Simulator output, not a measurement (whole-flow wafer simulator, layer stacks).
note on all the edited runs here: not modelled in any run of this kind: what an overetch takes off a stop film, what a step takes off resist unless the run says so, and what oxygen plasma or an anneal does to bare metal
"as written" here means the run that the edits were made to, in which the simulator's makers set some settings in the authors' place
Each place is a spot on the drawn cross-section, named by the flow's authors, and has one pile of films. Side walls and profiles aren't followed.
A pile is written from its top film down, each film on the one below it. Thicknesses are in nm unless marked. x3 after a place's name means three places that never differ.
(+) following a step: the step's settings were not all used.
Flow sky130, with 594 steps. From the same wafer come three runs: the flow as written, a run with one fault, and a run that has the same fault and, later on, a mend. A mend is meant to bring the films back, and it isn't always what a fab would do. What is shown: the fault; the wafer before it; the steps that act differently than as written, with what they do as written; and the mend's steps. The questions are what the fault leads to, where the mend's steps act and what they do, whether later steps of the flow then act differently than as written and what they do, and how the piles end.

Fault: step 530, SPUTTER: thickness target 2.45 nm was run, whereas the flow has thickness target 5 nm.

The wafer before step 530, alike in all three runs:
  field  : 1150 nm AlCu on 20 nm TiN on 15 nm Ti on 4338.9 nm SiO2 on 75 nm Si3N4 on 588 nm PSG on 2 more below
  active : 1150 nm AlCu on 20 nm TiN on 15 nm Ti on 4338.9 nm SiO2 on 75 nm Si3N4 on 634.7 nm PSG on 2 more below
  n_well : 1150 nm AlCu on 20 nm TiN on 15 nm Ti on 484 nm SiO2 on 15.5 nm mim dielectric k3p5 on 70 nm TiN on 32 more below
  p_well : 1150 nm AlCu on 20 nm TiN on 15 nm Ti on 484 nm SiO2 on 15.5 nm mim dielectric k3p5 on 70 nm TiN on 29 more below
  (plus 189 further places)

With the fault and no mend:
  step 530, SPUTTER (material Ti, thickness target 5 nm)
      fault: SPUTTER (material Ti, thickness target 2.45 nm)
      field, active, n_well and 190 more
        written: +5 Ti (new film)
        fault: +2.45 Ti (new film)
  Later steps of the flow acting differently than as written (21 more steps, not shown, differ only slightly: by at most 2% or 0.5 nm, whichever is larger):
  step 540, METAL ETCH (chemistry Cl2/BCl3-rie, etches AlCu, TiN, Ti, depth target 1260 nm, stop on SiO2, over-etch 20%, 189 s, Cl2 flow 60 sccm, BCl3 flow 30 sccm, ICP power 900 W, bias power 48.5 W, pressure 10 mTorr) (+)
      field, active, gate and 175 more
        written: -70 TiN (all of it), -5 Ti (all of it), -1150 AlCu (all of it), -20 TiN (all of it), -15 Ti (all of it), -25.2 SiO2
        fault: -70 TiN (all of it), -2.45 Ti (all of it), -1150 AlCu (all of it), -20 TiN (all of it), -15 Ti (all of it), -25.5 SiO2
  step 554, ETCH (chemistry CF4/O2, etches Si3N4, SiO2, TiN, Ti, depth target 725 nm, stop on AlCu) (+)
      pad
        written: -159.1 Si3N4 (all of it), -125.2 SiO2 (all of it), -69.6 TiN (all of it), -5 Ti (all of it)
        fault: -159.1 Si3N4 (all of it), -125.2 SiO2 (all of it), -69.6 TiN (all of it), -2.45 Ti (all of it)
  The piles end different from the flow's at n_well, p_well, sd_n and 11 more by more than 2% or 0.5 nm, whichever is larger.
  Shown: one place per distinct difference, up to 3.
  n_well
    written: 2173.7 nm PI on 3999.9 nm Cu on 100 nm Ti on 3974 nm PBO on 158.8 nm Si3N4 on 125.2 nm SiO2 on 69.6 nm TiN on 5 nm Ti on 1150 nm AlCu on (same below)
    fault: 2174 nm PI on 3999.9 nm Cu on 100 nm Ti on 3975.9 nm PBO on 158.8 nm Si3N4 on 125.2 nm SiO2 on 69.6 nm TiN on 2.45 nm Ti on 1150 nm AlCu on (same below)
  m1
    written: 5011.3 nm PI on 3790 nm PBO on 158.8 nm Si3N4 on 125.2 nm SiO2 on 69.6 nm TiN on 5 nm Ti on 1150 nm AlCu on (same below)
    fault: 5011.4 nm PI on 3792.1 nm PBO on 158.8 nm Si3N4 on 125.2 nm SiO2 on 69.6 nm TiN on 2.45 nm Ti on 1150 nm AlCu on (same below)
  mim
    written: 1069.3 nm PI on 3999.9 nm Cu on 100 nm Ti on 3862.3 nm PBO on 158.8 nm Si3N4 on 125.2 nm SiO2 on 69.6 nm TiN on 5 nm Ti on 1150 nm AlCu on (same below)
    fault: 1069.6 nm PI on 3999.9 nm Cu on 100 nm Ti on 3864.3 nm PBO on 158.8 nm Si3N4 on 125.2 nm SiO2 on 69.6 nm TiN on 2.45 nm Ti on 1150 nm AlCu on (same below)

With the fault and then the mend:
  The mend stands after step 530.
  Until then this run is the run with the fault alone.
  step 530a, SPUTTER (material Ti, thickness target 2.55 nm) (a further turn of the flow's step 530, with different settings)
      field, active, n_well and 190 more
        +2.55 Ti
  Every later step of the flow that is run acts as written at every place that is followed.
  By the end, the piles equal the flow's at every place that both follow.
